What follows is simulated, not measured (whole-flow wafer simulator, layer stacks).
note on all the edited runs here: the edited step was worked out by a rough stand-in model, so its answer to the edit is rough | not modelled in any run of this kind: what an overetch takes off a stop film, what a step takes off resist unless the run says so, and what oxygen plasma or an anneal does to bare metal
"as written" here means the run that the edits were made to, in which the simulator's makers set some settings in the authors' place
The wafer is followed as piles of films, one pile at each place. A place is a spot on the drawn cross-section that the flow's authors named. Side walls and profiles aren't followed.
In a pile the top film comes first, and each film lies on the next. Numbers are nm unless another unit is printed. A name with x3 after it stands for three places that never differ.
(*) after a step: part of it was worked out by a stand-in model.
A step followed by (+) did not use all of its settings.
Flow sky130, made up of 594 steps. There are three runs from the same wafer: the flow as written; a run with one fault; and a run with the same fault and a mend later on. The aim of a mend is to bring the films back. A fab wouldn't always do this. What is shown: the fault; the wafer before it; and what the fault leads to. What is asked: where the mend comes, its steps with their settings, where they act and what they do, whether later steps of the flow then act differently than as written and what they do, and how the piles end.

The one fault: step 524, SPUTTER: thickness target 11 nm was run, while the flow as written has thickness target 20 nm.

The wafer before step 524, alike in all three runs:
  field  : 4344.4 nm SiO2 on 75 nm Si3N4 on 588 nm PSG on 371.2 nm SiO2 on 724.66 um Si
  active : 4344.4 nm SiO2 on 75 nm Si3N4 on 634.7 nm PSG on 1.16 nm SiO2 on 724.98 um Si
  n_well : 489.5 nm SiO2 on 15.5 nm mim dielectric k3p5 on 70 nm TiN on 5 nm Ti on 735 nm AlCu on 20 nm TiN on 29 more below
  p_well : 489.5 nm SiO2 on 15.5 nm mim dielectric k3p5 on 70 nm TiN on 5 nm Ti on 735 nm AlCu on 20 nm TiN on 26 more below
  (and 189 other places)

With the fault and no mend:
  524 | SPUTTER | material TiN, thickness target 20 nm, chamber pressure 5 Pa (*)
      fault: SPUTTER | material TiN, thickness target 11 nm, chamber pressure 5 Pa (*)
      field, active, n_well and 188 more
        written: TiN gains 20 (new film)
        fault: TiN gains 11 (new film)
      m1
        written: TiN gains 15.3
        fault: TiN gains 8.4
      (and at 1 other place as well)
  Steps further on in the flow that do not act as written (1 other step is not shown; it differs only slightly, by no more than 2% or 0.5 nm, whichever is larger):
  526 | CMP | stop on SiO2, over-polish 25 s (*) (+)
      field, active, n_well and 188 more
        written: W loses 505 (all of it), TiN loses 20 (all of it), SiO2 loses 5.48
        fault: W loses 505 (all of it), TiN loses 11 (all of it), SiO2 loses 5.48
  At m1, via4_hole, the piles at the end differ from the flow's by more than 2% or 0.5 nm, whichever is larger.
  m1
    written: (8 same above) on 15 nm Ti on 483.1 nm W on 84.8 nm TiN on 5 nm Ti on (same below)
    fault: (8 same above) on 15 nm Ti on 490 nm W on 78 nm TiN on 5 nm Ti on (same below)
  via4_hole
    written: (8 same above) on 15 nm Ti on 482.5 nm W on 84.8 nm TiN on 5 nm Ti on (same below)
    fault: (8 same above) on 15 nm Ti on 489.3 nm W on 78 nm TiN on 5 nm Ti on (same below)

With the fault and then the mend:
  The mend follows step 524.
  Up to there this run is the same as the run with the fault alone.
  524a | SPUTTER | material TiN, thickness target 9 nm, chamber pressure 5 Pa (*) (the flow's step 524, run once more with other settings)
      field, active, n_well and 188 more
        TiN gains 9
      m1, via4_hole
        TiN gains 6.86
  Every later step of the flow that is run acts as written at every place that is followed.
  At every place that both follow, the piles at the end match the flow's.
